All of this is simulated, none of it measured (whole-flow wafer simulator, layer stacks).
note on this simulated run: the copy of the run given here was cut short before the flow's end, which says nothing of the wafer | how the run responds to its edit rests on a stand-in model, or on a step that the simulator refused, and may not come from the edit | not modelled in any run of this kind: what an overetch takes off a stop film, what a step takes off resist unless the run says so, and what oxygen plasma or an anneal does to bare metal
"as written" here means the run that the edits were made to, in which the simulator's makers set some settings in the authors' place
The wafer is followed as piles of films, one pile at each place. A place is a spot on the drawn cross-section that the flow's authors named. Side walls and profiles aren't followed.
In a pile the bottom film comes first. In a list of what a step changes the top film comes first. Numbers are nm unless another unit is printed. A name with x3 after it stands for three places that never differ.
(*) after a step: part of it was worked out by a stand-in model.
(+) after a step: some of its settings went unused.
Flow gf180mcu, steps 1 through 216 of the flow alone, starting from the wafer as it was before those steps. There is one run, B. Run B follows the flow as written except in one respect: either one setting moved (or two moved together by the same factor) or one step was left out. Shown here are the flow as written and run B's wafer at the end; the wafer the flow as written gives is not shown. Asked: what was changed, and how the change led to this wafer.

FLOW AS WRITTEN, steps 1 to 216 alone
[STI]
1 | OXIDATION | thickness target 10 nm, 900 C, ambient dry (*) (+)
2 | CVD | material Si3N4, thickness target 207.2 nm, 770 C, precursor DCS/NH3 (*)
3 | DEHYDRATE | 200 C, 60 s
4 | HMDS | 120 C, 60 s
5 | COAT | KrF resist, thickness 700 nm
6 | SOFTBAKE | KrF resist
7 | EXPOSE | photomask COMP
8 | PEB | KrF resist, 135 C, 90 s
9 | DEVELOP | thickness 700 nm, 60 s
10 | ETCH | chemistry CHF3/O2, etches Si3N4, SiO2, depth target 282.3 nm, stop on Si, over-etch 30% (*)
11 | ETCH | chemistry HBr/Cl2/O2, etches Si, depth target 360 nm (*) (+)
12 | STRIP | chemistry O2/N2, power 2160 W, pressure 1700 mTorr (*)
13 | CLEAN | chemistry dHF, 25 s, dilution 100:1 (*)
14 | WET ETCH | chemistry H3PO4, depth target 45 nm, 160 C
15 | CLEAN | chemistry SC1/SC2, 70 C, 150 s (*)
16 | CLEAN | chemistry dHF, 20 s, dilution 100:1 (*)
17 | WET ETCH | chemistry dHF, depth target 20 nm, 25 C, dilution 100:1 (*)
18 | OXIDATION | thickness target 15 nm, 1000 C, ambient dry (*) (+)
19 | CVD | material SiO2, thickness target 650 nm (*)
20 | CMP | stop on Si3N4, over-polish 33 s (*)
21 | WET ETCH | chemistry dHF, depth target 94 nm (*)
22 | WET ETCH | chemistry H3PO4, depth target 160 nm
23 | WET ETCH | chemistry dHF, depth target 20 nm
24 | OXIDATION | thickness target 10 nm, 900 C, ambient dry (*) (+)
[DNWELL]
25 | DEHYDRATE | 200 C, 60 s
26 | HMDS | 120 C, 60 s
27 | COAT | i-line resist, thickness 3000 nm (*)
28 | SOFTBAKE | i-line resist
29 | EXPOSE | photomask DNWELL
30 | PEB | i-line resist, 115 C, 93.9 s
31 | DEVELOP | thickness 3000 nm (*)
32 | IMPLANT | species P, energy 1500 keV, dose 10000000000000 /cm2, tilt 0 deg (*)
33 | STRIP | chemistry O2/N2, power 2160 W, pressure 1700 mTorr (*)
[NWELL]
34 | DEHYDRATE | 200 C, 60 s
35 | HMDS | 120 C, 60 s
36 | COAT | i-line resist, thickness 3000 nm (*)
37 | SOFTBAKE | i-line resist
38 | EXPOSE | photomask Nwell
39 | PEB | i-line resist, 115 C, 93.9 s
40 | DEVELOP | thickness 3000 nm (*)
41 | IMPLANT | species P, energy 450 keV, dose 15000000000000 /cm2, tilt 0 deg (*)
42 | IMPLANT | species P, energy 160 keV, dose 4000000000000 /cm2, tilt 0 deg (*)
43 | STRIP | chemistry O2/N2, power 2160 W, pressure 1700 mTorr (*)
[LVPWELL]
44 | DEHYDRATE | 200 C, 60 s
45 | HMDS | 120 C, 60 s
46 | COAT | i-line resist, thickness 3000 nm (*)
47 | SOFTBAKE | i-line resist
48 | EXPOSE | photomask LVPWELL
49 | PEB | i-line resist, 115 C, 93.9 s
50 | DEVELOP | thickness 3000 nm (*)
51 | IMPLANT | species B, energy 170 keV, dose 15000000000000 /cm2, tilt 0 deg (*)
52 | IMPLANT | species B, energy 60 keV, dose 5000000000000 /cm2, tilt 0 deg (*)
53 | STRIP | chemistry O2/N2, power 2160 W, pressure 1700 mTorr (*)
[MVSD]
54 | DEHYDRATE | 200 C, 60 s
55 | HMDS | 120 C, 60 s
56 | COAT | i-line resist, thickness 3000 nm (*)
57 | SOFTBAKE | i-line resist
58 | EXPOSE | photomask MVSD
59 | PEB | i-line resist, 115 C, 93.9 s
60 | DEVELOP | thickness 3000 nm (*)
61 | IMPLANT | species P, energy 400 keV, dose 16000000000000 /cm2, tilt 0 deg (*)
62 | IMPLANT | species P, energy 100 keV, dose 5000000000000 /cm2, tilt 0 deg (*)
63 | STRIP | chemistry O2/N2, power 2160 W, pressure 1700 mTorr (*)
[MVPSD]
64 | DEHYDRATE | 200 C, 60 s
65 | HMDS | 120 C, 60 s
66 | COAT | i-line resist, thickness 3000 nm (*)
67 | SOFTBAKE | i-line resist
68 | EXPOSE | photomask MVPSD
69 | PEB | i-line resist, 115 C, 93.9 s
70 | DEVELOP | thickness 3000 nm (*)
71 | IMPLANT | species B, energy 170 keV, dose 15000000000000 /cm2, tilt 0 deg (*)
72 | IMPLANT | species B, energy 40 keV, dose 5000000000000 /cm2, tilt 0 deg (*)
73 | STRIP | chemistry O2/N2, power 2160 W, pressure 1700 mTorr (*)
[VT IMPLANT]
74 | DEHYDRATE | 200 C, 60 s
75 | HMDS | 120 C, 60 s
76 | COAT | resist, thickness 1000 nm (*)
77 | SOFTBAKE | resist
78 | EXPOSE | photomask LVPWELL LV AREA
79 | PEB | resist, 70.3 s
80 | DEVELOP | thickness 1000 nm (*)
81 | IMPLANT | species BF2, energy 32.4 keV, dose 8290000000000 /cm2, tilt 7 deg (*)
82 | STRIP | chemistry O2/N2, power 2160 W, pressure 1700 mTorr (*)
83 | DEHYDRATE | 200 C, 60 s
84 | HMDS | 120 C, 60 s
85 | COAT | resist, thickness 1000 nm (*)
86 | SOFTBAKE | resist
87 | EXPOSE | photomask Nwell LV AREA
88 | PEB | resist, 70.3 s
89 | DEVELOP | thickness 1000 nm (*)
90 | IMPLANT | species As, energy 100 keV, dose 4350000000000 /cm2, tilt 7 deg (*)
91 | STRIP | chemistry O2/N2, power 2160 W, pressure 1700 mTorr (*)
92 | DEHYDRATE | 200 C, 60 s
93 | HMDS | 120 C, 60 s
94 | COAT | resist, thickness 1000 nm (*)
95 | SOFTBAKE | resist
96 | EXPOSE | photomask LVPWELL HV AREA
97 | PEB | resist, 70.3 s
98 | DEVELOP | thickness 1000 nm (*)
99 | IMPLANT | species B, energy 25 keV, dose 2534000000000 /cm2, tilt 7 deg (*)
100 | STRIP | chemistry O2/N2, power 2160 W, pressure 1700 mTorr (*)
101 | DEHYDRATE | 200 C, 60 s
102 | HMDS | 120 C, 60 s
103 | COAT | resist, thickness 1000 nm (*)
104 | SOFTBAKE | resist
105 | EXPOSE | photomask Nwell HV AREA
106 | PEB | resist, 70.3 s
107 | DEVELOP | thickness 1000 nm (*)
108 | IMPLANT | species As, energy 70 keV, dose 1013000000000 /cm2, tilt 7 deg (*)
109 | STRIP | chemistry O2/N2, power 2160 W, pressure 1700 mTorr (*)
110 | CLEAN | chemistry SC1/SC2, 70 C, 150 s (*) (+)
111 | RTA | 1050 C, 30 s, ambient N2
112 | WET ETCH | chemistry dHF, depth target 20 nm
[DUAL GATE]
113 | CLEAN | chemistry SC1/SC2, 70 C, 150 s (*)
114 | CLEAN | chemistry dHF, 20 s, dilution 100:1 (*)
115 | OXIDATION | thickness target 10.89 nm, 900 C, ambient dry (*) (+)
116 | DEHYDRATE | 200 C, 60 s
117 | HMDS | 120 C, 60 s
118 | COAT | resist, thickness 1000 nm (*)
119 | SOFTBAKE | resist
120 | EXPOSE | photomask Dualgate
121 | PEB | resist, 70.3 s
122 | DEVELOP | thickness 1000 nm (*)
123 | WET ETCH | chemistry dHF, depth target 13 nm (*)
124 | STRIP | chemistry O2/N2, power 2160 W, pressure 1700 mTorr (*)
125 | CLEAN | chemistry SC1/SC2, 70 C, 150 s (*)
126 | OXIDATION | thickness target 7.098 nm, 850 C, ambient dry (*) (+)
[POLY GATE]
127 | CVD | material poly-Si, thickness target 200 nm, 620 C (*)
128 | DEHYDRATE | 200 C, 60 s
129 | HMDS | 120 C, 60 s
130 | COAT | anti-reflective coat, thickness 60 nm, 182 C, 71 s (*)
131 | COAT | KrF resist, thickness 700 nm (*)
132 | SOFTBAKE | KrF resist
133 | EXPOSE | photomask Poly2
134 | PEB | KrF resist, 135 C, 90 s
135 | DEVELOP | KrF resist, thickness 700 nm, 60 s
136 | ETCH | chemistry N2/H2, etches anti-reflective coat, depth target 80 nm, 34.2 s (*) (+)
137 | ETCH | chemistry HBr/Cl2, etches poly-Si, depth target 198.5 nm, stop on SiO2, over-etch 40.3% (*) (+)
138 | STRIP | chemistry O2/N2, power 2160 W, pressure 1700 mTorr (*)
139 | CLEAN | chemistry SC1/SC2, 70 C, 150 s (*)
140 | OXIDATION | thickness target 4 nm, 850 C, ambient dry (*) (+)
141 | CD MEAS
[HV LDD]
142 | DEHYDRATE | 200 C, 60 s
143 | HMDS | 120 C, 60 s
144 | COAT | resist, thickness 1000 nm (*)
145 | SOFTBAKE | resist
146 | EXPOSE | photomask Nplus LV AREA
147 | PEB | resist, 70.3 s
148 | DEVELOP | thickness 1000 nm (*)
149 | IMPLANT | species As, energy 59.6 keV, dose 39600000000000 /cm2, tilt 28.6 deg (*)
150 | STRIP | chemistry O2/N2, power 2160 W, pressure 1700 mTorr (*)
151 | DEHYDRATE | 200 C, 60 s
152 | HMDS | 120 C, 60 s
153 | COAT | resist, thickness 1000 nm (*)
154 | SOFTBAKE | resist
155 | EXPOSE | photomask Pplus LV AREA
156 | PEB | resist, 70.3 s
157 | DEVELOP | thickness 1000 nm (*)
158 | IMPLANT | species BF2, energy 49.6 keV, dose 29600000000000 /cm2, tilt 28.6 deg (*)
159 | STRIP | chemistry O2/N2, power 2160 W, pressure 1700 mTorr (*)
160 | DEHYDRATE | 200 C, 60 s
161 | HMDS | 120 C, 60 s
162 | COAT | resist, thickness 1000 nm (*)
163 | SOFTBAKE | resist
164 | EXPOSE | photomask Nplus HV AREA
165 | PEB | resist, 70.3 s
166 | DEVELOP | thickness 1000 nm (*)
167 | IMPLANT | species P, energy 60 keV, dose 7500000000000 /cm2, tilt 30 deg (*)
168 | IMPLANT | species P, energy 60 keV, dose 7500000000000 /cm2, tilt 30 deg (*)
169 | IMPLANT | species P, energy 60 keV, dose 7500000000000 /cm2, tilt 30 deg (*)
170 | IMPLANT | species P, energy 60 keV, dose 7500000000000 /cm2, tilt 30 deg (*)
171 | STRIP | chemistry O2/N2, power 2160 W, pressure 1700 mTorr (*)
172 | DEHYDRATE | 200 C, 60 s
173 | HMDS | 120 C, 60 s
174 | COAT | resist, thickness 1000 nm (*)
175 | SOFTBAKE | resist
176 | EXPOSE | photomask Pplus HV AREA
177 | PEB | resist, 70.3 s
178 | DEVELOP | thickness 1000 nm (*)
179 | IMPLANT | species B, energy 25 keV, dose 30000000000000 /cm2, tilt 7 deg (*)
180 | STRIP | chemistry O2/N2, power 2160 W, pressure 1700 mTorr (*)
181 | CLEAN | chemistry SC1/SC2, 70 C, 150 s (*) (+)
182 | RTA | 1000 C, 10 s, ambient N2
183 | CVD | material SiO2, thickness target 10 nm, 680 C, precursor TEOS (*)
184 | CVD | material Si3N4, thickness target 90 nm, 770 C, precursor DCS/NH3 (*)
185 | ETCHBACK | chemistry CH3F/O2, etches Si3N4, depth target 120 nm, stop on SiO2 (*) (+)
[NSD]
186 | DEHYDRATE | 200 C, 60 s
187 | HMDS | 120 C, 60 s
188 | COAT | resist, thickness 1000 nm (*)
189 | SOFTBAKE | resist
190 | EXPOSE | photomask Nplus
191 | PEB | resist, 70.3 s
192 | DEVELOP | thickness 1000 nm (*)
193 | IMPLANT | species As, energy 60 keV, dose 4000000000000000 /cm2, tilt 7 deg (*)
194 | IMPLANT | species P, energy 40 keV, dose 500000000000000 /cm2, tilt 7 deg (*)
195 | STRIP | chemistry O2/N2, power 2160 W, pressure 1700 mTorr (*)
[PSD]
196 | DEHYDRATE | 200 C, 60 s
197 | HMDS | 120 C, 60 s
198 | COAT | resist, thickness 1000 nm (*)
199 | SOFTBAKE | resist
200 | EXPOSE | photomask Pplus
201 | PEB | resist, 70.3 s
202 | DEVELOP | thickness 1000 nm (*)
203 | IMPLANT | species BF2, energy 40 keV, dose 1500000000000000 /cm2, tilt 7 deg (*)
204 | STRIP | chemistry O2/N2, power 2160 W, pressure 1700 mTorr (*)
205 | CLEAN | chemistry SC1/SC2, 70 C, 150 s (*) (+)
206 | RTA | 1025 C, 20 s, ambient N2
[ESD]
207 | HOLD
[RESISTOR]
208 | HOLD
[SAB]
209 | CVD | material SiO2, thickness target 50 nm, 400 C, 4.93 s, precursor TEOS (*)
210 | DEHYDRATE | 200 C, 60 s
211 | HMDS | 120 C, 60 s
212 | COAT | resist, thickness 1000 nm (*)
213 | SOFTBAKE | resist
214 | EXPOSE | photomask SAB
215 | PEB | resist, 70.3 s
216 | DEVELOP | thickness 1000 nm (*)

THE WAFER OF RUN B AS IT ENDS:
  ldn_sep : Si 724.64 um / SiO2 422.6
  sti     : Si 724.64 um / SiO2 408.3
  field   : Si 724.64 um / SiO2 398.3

What caused this: step 23, WET ETCH: depth target 31.8 nm was run, though the flow has depth target 20 nm.

The path from the change to this, step by step:
  23 | WET ETCH | chemistry dHF, depth target 20 nm
      field, field_sub, sti and 34 more: SiO2 loses 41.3 (it would be, as written: SiO2 loses 26)
  28 | SOFTBAKE | i-line resist
      nw_enc_fld: i-line resist gains 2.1 (it would be, as written: i-line resist loses 1.36)
      ldn_fp, ldn_drn: i-line resist gains 3 (it would be, as written: i-line resist gains 4.83)
      (also at 46 further places)
  37 | SOFTBAKE | i-line resist
      nw_enc_fld: i-line resist gains 2.1 (it would be, as written: i-line resist loses 1.36)
      ldn_fp, ldn_drn: i-line resist gains 3 (it would be, as written: i-line resist gains 4.83)
      (also at 46 further places)
  47 | SOFTBAKE | i-line resist
      nw_enc_fld: i-line resist gains 2.1 (it would be, as written: i-line resist loses 1.36)
      ldn_fp, ldn_drn: i-line resist gains 3 (it would be, as written: i-line resist gains 4.83)
      (also at 46 further places)
  57 | SOFTBAKE | i-line resist
      nw_enc_fld: i-line resist gains 2.1 (it would be, as written: i-line resist loses 1.36)
      ldn_fp, ldn_drn: i-line resist gains 3 (it would be, as written: i-line resist gains 4.83)
      (also at 46 further places)
  67 | SOFTBAKE | i-line resist
      nw_enc_fld: i-line resist gains 2.1 (it would be, as written: i-line resist loses 1.36)
      ldn_fp, ldn_drn: i-line resist gains 3 (it would be, as written: i-line resist gains 4.83)
      (also at 46 further places)
  77 | SOFTBAKE | resist
      field_sub__w2: resist loses 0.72 (it would be, as written: resist loses 1.34)
      contact: resist loses 0.62 (it would be, as written: resist loses 1.15)
      (also at 8 further places)
  86 | SOFTBAKE | resist
      field_sub__w2: resist loses 0.72 (it would be, as written: resist loses 1.34)
      contact: resist loses 0.62 (it would be, as written: resist loses 1.15)
      (also at 8 further places)
  95 | SOFTBAKE | resist
      field_sub__w2: resist loses 0.72 (it would be, as written: resist loses 1.34)
      contact: resist loses 0.62 (it would be, as written: resist loses 1.15)
      (also at 8 further places)
  104 | SOFTBAKE | resist
      field_sub__w2: resist loses 0.72 (it would be, as written: resist loses 1.34)
      contact: resist loses 0.62 (it would be, as written: resist loses 1.15)
      (also at 8 further places)
  119 | SOFTBAKE | resist
      field: resist gains 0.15 (it would be, as written: resist loses 0.37)
      field_sub__w2: nothing (it would be, as written: resist loses 0.62)
      (also at 10 further places)
  130 | COAT | anti-reflective coat, thickness 60 nm, 182 C, 71 s (*)
      p_well, spacer, sd_n: anti-reflective coat gains 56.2 (new film) (it would be, as written: anti-reflective coat gains 70.9 (new film))
      ldn_ch, ldp_ch: anti-reflective coat gains 61.6 (new film) (it would be, as written: anti-reflective coat gains 66.7 (new film))
      (also at 72 further places)
  136 | ETCH | chemistry N2/H2, etches anti-reflective coat, depth target 80 nm, 34.2 s (*) (+)
      p_well, spacer, sd_n: anti-reflective coat loses 56.2 (all of it), poly-Si loses 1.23 (it would be, as written: anti-reflective coat loses 70.9 (all of it), poly-Si loses 0.85)
      ldn_dft, ldp_dft: anti-reflective coat loses 56.9 (all of it), poly-Si loses 1.21 (it would be, as written: anti-reflective coat loses 48.7 (all of it), poly-Si loses 1.42)
      (also at 50 further places)
  138 | STRIP | chemistry O2/N2, power 2160 W, pressure 1700 mTorr (*)
      gate: chemical SiO2 gains 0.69 (new film), KrF resist loses 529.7 (all of it), anti-reflective coat loses 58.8 (all of it), poly-Si loses 0.3 (it would be, as written: chemical SiO2 gains 0.68 (new film), KrF resist loses 531.7 (all of it), anti-reflective coat loses 65.5 (all of it), poly-Si loses 0.3)
      gate_hv: chemical SiO2 gains 0.69 (new film), KrF resist loses 524.4 (all of it), anti-reflective coat loses 58.8 (all of it), poly-Si loses 0.3 (it would be, as written: chemical SiO2 gains 0.68 (new film), KrF resist loses 528.4 (all of it), anti-reflective coat loses 61 (all of it), poly-Si loses 0.3)
      (also at 20 further places)
  144 | COAT | resist, thickness 1000 nm (*)
      field__w6: resist gains 1054 (new film) (it would be, as written: resist gains 1022.5 (new film))
  145 | SOFTBAKE | resist
      field: resist gains 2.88 (it would be, as written: resist loses 0.3)
      nw_enc_fld_lv__w3: resist loses 0.99 (it would be, as written: resist gains 2.63)
      (also at 14 further places)
  ... 16 other steps ...
  213 | SOFTBAKE | resist
      nw_enc_fld_lv__w3: resist loses 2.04 (it would be, as written: resist gains 1.83)
      iso_ptap_sub: resist loses 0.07 (it would be, as written: resist gains 0.66)
      (also at 14 further places)
